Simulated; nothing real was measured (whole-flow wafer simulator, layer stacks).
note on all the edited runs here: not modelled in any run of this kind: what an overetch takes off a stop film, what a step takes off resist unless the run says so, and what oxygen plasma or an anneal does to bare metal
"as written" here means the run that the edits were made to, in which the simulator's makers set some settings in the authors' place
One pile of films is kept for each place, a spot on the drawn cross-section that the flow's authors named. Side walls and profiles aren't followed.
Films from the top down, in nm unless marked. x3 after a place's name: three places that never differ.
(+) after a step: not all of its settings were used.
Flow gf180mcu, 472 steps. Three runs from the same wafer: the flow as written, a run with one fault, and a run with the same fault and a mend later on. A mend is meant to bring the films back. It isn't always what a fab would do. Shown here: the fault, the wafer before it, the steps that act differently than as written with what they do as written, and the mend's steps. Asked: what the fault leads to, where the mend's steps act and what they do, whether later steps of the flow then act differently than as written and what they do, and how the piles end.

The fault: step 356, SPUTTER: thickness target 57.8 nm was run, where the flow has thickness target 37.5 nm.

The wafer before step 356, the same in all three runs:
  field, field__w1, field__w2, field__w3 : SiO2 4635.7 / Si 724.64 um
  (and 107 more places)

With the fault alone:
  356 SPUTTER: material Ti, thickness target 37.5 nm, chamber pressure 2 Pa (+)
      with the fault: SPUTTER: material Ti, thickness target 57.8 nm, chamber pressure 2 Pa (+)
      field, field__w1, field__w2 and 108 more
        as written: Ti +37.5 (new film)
        with the fault: Ti +57.8 (new film)
  Later steps of the flow that act differently than as written:
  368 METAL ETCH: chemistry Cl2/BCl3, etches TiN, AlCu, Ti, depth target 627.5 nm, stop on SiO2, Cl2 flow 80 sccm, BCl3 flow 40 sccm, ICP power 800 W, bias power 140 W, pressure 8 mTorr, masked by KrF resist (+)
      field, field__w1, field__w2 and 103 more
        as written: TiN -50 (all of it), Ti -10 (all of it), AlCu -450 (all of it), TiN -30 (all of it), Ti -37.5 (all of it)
        with the fault: TiN -50 (all of it), Ti -10 (all of it), AlCu -450 (all of it), TiN -30 (all of it), Ti -57.8 (all of it)
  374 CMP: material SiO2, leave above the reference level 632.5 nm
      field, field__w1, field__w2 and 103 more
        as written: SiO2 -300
        with the fault: SiO2 -279.7
  At the end the piles differ from the flow's by more than 2% or 0.5 nm, whichever is larger, at field__w8, contact, m1, m1__w1, m1_nw.
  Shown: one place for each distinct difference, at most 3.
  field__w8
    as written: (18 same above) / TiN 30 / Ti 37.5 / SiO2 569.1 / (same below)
    with the fault: (18 same above) / TiN 30 / Ti 57.8 / SiO2 569.1 / (same below)
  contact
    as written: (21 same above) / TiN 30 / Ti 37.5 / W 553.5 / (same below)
    with the fault: (21 same above) / TiN 30 / Ti 57.8 / W 553.5 / (same below)

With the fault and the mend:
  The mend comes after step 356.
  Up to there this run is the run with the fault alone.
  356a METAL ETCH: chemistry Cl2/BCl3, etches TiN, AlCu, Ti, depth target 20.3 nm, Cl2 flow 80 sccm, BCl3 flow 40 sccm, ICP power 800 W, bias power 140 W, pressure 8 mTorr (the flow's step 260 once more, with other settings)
      field, field__w1, field__w2 and 108 more
        Ti -20.3
  No later step of the flow acts differently than as written at any place that is followed.
  At the end the piles are the same as the flow's at every place that both follow.
